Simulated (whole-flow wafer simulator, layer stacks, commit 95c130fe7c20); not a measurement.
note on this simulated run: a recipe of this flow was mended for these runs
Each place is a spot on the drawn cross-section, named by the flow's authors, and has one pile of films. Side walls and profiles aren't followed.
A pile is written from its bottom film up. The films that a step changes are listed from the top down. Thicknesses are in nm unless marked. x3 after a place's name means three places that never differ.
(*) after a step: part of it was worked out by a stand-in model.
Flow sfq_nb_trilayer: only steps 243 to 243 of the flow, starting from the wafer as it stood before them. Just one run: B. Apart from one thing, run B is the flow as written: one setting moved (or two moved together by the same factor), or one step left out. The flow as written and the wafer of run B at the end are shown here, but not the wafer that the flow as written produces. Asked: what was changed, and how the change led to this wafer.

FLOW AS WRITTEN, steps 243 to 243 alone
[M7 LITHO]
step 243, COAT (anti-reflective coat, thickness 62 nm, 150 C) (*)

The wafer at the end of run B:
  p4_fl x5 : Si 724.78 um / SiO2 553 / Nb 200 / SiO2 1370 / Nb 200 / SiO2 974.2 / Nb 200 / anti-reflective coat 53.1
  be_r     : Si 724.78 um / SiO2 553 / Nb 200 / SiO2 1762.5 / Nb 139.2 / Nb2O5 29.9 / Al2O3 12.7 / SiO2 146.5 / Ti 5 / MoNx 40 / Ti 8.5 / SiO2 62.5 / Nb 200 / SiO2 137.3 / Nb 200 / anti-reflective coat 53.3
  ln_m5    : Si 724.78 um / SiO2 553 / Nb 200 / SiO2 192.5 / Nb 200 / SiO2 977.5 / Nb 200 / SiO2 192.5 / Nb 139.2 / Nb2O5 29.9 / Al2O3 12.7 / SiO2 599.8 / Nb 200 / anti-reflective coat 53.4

Cause: step 243, COAT: thickness 53.1 nm was run, while the flow as written has thickness 62 nm.
The wafer lets one read it off: p4_fl x5 has anti-reflective coat 53.1, and step 243 as written asks for 62 nm.

Step by step, how the change led to this:
  step 243, COAT (anti-reflective coat, thickness 62 nm, 150 C) (*)
      p4_fl x5, p4_w1 x9, p3_s0 x15 and 48 more: anti-reflective coat gains 53.1 (new film) (it would be, as written: anti-reflective coat gains 62 (new film))
      be_r, r_sur, res, r_end, moat, field_r: anti-reflective coat gains 53.3 (new film) (it would be, as written: anti-reflective coat gains 62.2 (new film))
      (as well as at 23 more places)
